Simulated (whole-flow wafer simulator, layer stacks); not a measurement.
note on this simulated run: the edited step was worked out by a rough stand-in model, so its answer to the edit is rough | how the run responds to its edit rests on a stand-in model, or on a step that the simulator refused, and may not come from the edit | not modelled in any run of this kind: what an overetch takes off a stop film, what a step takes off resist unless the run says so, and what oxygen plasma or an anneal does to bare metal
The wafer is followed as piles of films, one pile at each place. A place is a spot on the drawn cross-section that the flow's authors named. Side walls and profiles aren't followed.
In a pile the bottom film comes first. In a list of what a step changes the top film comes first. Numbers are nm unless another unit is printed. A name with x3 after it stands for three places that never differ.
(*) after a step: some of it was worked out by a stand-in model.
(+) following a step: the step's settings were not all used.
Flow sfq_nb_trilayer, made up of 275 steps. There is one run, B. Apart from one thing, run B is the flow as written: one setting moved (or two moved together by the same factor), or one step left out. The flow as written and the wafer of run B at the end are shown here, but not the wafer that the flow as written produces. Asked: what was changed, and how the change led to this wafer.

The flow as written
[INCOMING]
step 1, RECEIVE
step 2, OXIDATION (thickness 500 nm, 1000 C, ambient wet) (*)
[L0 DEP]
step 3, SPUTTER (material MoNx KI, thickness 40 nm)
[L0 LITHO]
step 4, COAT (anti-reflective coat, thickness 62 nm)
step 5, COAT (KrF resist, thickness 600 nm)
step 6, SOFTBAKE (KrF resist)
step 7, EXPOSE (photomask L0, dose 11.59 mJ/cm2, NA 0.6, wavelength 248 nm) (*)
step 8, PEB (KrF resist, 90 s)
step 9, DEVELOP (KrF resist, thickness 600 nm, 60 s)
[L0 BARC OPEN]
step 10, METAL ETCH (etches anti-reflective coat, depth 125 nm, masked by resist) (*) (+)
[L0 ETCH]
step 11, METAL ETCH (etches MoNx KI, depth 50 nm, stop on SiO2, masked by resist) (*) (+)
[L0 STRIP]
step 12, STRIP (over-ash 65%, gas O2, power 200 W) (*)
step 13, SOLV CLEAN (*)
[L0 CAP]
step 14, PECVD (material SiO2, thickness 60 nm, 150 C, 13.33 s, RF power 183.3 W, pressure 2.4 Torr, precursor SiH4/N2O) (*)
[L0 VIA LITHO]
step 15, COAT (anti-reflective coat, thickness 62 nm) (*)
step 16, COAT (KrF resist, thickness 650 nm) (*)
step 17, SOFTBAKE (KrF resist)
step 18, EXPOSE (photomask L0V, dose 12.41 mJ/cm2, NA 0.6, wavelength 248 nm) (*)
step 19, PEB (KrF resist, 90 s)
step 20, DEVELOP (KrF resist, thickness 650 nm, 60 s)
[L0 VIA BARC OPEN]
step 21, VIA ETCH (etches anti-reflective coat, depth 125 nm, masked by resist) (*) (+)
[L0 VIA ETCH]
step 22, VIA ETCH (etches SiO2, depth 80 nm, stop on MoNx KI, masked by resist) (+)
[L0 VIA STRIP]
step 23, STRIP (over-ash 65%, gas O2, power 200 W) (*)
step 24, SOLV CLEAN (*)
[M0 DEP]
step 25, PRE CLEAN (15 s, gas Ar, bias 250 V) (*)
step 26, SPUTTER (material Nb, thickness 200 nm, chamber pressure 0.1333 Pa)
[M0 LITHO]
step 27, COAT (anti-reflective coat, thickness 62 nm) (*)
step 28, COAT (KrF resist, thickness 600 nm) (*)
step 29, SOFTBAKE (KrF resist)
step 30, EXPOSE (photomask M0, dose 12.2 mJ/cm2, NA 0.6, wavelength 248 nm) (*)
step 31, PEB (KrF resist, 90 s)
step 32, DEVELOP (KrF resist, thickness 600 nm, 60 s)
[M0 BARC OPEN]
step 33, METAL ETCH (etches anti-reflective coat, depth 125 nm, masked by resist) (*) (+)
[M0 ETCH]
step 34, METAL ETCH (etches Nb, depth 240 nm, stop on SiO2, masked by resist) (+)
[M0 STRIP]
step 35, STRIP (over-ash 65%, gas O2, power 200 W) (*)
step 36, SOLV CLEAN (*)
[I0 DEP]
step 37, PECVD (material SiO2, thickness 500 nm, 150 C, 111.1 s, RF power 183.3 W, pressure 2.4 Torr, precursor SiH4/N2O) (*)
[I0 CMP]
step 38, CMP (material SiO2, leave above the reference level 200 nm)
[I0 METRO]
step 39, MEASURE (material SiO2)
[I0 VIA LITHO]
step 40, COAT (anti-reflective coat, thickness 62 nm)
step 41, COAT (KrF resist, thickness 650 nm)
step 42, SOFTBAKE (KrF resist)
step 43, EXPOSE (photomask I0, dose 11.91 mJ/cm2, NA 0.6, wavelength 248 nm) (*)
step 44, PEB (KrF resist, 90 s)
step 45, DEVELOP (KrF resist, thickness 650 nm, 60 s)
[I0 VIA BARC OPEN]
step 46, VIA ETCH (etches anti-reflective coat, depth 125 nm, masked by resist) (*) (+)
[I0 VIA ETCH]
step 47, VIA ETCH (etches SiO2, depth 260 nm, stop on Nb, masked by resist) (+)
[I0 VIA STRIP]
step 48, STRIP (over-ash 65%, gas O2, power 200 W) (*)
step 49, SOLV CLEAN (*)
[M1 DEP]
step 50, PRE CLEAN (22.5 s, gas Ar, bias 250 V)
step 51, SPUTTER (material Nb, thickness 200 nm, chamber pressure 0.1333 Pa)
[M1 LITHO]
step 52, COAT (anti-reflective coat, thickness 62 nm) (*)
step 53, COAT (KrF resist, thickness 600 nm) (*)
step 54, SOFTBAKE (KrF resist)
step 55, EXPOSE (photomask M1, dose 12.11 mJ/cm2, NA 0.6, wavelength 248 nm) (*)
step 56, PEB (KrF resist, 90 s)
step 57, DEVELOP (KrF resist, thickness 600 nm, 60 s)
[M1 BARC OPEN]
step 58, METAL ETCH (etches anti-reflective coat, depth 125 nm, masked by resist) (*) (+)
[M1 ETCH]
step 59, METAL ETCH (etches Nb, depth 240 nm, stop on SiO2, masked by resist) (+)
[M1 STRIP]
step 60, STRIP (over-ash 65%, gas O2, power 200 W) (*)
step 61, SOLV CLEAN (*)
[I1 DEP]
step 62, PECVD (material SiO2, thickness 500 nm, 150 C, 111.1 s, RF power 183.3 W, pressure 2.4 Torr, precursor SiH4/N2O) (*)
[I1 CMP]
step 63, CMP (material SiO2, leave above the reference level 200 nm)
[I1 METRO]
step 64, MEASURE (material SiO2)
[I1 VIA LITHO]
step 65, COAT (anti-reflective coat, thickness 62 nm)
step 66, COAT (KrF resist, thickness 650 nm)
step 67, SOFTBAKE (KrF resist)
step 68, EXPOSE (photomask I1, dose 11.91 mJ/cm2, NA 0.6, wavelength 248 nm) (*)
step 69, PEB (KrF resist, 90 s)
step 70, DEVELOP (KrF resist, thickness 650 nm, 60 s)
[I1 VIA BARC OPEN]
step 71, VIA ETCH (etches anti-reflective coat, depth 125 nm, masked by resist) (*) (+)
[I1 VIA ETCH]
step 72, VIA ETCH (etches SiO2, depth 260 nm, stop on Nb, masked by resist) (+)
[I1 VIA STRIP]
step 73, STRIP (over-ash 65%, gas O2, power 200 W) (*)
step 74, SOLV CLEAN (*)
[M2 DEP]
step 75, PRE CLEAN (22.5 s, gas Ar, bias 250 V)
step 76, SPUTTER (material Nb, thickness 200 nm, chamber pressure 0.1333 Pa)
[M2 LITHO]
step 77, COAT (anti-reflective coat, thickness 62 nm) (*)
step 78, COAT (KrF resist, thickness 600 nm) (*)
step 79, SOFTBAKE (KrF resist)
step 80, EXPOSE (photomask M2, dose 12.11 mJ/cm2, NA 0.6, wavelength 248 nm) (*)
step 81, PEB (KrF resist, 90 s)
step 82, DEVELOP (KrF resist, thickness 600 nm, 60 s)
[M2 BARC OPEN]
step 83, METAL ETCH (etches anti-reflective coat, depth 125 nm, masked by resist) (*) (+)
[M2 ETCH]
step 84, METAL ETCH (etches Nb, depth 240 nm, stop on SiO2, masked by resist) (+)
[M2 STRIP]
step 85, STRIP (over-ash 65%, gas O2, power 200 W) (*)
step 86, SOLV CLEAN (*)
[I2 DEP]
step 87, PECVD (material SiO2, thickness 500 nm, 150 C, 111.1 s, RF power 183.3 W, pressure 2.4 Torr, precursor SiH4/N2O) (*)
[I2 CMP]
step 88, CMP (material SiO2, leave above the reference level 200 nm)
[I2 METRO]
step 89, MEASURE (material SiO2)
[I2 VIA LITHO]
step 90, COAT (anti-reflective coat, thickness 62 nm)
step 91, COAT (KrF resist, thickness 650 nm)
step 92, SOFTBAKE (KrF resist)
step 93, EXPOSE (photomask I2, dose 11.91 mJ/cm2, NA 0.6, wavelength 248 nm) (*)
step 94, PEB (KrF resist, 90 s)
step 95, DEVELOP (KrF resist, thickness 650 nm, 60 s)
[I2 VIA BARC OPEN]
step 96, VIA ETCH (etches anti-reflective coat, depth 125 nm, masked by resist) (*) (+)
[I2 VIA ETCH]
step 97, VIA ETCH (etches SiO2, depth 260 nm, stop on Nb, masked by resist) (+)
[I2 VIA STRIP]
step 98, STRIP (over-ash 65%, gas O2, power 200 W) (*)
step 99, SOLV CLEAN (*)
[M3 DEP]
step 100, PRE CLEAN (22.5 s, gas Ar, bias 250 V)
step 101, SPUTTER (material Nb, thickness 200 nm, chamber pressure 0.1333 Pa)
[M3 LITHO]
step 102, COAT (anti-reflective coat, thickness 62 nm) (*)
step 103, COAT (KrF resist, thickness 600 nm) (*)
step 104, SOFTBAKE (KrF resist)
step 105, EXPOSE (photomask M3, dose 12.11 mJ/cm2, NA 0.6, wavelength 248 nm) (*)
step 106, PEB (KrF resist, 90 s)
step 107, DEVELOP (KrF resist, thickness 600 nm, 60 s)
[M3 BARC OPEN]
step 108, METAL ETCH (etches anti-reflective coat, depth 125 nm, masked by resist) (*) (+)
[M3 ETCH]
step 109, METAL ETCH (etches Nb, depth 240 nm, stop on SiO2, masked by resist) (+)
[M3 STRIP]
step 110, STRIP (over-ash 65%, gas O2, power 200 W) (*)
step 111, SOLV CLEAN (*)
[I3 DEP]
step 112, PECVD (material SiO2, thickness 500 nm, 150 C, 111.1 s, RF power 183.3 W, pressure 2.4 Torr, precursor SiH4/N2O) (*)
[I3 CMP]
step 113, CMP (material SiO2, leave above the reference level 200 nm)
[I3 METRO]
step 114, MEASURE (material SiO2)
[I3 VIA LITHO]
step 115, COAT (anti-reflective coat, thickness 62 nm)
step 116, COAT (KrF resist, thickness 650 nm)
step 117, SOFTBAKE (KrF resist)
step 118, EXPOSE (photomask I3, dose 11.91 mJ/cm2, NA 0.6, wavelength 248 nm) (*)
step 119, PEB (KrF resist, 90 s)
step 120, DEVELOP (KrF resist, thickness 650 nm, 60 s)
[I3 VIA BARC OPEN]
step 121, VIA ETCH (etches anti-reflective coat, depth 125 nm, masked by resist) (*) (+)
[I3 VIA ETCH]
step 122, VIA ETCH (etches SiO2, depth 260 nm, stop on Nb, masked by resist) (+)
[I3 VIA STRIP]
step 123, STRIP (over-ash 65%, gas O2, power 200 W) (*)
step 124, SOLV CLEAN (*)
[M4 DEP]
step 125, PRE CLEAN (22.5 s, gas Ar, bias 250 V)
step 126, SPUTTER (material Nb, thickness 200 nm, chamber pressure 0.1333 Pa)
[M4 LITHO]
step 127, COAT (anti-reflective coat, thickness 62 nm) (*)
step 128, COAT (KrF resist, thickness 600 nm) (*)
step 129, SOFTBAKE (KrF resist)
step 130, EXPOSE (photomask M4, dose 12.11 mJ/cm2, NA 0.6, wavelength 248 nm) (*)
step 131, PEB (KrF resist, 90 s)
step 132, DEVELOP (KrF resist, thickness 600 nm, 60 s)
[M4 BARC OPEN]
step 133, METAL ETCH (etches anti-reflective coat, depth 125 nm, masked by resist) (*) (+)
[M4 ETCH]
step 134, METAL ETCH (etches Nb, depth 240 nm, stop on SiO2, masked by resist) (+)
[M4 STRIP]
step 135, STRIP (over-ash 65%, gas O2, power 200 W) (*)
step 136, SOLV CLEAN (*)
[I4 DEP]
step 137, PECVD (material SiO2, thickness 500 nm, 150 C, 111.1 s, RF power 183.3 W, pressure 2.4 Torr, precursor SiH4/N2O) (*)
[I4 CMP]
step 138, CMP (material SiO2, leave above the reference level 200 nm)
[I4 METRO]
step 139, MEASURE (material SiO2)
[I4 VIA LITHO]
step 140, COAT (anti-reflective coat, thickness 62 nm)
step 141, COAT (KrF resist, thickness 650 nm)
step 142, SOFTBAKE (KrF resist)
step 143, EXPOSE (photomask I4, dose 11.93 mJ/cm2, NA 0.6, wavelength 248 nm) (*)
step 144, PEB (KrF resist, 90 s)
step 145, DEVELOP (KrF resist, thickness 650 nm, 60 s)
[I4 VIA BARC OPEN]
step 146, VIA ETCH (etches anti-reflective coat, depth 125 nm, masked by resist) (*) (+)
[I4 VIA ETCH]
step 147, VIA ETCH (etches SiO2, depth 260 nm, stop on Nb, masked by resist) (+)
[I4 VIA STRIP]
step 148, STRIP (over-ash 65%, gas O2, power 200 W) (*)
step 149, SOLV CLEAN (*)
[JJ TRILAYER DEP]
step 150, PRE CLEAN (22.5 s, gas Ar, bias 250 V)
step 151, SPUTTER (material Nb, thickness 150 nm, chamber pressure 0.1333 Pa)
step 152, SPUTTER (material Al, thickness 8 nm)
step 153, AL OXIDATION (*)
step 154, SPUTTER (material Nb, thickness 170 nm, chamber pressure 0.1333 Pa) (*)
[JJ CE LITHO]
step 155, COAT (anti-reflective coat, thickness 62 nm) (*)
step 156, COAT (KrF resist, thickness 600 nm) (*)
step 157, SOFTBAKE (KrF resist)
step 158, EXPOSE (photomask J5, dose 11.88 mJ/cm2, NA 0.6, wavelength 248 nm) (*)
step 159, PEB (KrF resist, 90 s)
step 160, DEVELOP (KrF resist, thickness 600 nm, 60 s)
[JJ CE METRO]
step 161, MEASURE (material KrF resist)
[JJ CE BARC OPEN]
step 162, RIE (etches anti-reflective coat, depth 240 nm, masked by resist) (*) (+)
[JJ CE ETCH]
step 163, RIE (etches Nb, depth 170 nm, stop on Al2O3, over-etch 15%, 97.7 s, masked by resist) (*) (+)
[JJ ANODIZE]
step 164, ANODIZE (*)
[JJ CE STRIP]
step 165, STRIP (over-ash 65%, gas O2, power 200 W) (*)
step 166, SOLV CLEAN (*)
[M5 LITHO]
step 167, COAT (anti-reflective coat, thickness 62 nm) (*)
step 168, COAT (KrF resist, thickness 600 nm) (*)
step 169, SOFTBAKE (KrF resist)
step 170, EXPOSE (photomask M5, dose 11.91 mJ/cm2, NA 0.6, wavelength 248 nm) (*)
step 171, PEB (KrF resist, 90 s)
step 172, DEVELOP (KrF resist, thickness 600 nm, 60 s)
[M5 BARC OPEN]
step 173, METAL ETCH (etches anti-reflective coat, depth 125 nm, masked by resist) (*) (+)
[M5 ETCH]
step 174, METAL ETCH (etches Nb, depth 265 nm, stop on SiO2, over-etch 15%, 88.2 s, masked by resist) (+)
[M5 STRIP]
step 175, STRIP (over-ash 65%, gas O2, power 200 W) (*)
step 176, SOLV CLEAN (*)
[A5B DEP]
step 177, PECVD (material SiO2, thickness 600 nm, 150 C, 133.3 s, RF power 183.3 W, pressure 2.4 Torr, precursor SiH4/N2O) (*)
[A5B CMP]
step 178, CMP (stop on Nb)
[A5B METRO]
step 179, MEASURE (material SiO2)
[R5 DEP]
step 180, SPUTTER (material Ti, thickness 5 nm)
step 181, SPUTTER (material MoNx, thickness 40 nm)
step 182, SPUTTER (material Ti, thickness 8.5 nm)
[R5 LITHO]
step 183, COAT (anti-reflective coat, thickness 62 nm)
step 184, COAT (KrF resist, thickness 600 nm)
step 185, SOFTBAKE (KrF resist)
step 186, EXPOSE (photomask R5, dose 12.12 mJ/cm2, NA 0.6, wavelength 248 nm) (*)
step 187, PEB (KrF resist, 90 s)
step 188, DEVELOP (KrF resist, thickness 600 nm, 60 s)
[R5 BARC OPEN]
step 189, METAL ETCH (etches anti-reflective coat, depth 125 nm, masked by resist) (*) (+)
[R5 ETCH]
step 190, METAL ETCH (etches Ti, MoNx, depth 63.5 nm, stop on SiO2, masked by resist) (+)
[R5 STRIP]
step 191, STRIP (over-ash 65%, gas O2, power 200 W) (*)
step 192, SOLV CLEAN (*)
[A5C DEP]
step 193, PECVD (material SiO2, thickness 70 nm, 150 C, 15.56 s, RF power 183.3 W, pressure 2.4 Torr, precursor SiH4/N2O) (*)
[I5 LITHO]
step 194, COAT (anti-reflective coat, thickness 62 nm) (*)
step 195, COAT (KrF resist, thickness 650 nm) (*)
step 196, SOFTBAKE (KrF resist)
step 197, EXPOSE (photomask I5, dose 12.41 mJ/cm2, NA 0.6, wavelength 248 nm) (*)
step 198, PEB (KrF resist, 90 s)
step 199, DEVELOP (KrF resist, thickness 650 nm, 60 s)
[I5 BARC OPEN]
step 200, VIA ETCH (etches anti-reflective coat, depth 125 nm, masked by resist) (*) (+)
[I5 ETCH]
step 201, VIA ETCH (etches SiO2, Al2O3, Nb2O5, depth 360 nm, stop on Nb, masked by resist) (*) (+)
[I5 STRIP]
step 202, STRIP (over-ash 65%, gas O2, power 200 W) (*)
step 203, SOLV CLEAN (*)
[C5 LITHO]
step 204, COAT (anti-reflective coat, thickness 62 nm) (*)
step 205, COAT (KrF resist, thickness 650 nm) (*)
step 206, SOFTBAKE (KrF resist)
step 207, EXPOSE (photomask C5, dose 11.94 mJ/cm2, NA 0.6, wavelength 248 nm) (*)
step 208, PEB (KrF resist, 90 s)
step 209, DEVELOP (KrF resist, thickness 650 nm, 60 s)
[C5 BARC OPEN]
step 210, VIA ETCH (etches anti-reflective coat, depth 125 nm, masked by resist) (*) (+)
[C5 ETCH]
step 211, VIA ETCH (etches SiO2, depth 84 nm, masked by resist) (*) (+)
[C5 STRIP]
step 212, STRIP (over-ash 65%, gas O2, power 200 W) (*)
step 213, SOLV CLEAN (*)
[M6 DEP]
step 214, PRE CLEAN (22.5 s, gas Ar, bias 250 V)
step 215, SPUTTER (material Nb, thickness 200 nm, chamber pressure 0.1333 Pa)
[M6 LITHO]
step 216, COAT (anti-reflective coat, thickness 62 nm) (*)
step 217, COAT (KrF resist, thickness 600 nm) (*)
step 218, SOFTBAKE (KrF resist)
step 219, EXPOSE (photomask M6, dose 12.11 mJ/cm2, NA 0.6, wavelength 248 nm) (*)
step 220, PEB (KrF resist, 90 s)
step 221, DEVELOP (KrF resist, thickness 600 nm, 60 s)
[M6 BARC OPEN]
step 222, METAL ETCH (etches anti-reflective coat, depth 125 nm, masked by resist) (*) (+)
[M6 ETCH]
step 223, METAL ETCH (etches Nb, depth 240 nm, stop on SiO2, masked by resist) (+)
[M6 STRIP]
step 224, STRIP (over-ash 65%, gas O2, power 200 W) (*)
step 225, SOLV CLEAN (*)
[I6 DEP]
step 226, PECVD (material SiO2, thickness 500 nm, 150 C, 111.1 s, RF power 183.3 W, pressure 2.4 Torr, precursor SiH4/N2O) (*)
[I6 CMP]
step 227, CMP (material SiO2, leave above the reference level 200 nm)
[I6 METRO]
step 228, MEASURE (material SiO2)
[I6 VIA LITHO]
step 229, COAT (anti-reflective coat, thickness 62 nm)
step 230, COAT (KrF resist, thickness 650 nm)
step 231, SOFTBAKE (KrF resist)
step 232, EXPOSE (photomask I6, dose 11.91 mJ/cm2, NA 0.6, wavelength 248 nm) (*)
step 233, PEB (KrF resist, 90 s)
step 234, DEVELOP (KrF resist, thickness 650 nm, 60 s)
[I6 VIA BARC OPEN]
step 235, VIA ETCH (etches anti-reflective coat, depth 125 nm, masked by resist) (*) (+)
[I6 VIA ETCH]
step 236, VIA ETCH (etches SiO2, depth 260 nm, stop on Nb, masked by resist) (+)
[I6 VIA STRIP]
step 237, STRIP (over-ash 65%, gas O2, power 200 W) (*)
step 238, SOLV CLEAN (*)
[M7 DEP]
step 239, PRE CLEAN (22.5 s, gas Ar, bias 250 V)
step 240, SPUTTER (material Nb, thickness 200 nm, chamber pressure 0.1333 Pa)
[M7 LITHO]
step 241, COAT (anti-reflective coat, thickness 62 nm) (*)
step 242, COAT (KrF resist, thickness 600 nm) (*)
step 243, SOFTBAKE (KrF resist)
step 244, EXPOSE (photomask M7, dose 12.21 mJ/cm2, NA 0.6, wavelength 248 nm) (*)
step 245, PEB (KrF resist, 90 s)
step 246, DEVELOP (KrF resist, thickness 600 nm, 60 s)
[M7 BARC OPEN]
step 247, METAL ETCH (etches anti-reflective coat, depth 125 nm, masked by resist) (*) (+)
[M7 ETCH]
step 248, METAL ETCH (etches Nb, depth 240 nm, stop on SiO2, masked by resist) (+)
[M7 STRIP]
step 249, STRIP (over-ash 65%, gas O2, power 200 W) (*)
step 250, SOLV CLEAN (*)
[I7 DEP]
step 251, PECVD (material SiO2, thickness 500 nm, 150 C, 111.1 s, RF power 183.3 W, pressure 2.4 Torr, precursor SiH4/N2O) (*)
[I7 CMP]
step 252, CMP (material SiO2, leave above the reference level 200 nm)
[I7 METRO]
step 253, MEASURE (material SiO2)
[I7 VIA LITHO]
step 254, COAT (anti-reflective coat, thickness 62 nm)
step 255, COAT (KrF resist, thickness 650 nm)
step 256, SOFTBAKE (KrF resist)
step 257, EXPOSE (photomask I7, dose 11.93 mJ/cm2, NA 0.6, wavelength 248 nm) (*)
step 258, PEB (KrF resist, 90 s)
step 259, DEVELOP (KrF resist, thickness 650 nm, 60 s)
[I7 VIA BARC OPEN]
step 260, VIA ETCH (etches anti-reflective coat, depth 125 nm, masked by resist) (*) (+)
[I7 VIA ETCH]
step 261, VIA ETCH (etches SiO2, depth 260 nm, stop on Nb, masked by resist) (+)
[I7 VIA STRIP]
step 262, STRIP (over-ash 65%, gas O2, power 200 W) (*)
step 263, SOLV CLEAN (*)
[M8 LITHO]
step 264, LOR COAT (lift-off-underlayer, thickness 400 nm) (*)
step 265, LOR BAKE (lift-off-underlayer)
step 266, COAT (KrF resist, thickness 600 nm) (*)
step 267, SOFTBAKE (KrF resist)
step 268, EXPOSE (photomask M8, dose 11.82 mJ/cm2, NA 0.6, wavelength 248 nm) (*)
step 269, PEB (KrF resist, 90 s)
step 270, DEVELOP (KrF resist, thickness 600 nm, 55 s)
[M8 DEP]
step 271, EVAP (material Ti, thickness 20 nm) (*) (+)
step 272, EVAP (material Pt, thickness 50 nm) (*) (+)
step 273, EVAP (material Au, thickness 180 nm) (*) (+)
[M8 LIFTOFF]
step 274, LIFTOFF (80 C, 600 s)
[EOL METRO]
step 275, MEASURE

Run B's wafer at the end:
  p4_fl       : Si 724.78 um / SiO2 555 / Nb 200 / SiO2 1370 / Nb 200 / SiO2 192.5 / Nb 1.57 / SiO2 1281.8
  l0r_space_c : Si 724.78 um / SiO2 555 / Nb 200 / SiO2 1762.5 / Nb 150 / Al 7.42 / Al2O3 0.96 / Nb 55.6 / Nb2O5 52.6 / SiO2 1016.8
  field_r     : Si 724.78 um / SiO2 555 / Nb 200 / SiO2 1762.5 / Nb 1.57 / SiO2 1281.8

Cause: step 154, SPUTTER: thickness 270 nm was run, while the flow as written has thickness 170 nm.

The path from the change to this, step by step:
  step 154, SPUTTER (material Nb, thickness 170 nm, chamber pressure 0.1333 Pa) (*)
      field_l, v_sur, via_sp and 100 more: Nb gains 270 (new film) (it would be, as written: Nb gains 170 (new film))
      via_wl, via_wr: Nb gains 224.4 (new film) (it would be, as written: Nb gains 140.7 (new film))
      (and at 1 other place as well)
  step 155, COAT (anti-reflective coat, thickness 62 nm) (*)
      via_wl, via_wr: anti-reflective coat gains 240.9 (new film) (it would be, as written: anti-reflective coat gains 209.4 (new film))
      via_w: anti-reflective coat gains 108.1 (new film) (it would be, as written: anti-reflective coat gains 97.4 (new film))
  step 156, COAT (KrF resist, thickness 600 nm) (*)
      via_wl: KrF resist gains 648 (new film) (it would be, as written: KrF resist gains 663 (new film))
      via_wr: KrF resist gains 648.2 (new film) (it would be, as written: KrF resist gains 663.2 (new film))
  step 160, DEVELOP (KrF resist, thickness 600 nm, 60 s)
      via_wl: KrF resist loses 646.6 (all of it) (it would be, as written: KrF resist loses 661.6 (all of it))
      via_wr: KrF resist loses 646.8 (all of it) (it would be, as written: KrF resist loses 661.8 (all of it))
  step 162, RIE (etches anti-reflective coat, depth 240 nm, masked by resist) (*) (+)
      via_wl, via_wr: anti-reflective coat loses 240 (it would be, as written: anti-reflective coat loses 209.4 (all of it))
      ce_l, c5j, ce_r, wl_jj: KrF resist loses 240 (it would be, as written: KrF resist loses 209.4)
      (and at 1 other place as well)
  step 163, RIE (etches Nb, depth 170 nm, stop on Al2O3, over-etch 15%, 97.7 s, masked by resist) (*) (+)
      field_l, v_sur, via_sp and 96 more: Nb loses 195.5 (it would be, as written: Nb loses 170 (all of it), Al2O3 loses 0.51)
      via_wl, via_wr: anti-reflective coat loses 0.89 (all of it), Nb loses 193.1 (it would be, as written: Nb loses 140.7 (all of it), Al2O3 loses 0.96 (all of it))
      (and at 1 other place as well)
  step 164, ANODIZE (*)
      field_l, v_sur, via_sp and 96 more: Nb2O5 gains 52.6 (new film), Nb loses 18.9 (it would be, as written: Al2O3 gains 12.2, Nb2O5 gains 29.9 (new film), Al loses 7.42 (all of it), Nb loses 10.8)
      via_wl, via_wr: Nb2O5 gains 52.6 (new film), Nb loses 18.9 (it would be, as written: Al2O3 gains 7.52 (new film), Nb2O5 gains 39.2 (new film), Al loses 4.56 (all of it), Nb loses 14.1)
      (and at 1 other place as well)
  step 165, STRIP (over-ash 65%, gas O2, power 200 W) (*)
      ce_l: KrF resist loses 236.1 (all of it), anti-reflective coat loses 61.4 (all of it) (it would be, as written: KrF resist loses 266.8 (all of it), anti-reflective coat loses 61.4 (all of it))
      c5j: KrF resist loses 236.2 (all of it), anti-reflective coat loses 61.5 (all of it) (it would be, as written: KrF resist loses 266.9 (all of it), anti-reflective coat loses 61.5 (all of it))
      (and at 2 other places as well)
  step 167, COAT (anti-reflective coat, thickness 62 nm) (*)
      wl_j_sl, wl_j_sr: anti-reflective coat gains 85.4 (new film) (it would be, as written: anti-reflective coat gains 83.3 (new film))
      v_sur: anti-reflective coat gains 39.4 (new film) (it would be, as written: anti-reflective coat gains 44.9 (new film))
      (and at 6 other places as well)
  step 168, COAT (KrF resist, thickness 600 nm) (*)
      via_wl: KrF resist gains 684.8 (new film) (it would be, as written: KrF resist gains 656 (new film))
      via_w: KrF resist gains 769.2 (new film) (it would be, as written: KrF resist gains 732.6 (new film))
      (and at 1 other place as well)
  step 174, METAL ETCH (etches Nb, depth 265 nm, stop on SiO2, over-etch 15%, 88.2 s, masked by resist) (+)
      field_l, r_sur, res and 50 more: Nb2O5 loses 52.6 (all of it), Nb loses 55.6 (all of it), Al2O3 loses 0.96 (all of it), Al loses 7.42 (all of it), Nb loses 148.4 (it would be, as written: Al2O3 loses 12.6 (all of it), Nb2O5 loses 29.9 (all of it), Nb loses 139.2 (all of it), SiO2 loses 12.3)
  step 175, STRIP (over-ash 65%, gas O2, power 200 W) (*)
      v_sur: KrF resist loses 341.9 (all of it), anti-reflective coat loses 39.4 (all of it) (it would be, as written: KrF resist loses 349.2 (all of it), anti-reflective coat loses 44.9 (all of it))
      via_wl: KrF resist loses 455.8 (all of it), anti-reflective coat loses 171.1 (all of it) (it would be, as written: KrF resist loses 427 (all of it), anti-reflective coat loses 170.5 (all of it))
      (and at 9 other places as well)
  step 177, PECVD (material SiO2, thickness 600 nm, 150 C, 133.3 s, RF power 183.3 W, pressure 2.4 Torr, precursor SiH4/N2O) (*)
      field_l, p4_fl, p4_fm and 39 more: SiO2 gains 600 (new film) (it would be, as written: SiO2 gains 600)
      r_sur, res, r_end, moat, field_r, lsp_l: SiO2 gains 590.4 (new film) (it would be, as written: SiO2 gains 592.9)
      (and at 5 other places as well)
  step 178, CMP (stop on Nb)
      v_sur, via_sp, via_v and 43 more: SiO2 loses 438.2 (it would be, as written: SiO2 loses 453.5)
      field_l, p4_fl, p4_fm and 39 more: SiO2 loses 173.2 (it would be, as written: SiO2 loses 259.3)
      (and at 14 other places as well)
  step 201, VIA ETCH (etches SiO2, Al2O3, Nb2O5, depth 360 nm, stop on Nb, masked by resist) (*) (+)
      be: SiO2 loses 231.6 (all of it), Nb2O5 loses 52.6 (all of it) (it would be, as written: SiO2 loses 216.4 (all of it), Al2O3 loses 12.7 (all of it), Nb2O5 loses 29.9 (all of it))
  step 204, COAT (anti-reflective coat, thickness 62 nm) (*)
      be: anti-reflective coat gains 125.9 (new film) (it would be, as written: anti-reflective coat gains 122.2 (new film))
  ... 6 further steps ...
  step 226, PECVD (material SiO2, thickness 500 nm, 150 C, 111.1 s, RF power 183.3 W, pressure 2.4 Torr, precursor SiH4/N2O) (*)
      be: SiO2 gains 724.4 (new film) (it would be, as written: SiO2 gains 693.5 (new film))
With metal films that touch counted as one body, p4_fl has 3 bodies (between them, from the top down: SiO2 192.5; SiO2 1370); the flow as written gives 2 bodies (between them, from the top down: SiO2 1370).
With metal films that touch counted as one body, l0r_space_c has 3 bodies (between them, from the top down: Al2O3 0.96; SiO2 1762.5); the flow as written gives 2 bodies (between them, from the top down: SiO2 1762.5).
With metal films that touch counted as one body, field_r has 2 bodies (between them, from the top down: SiO2 1762.5); the flow as written gives 1 body.
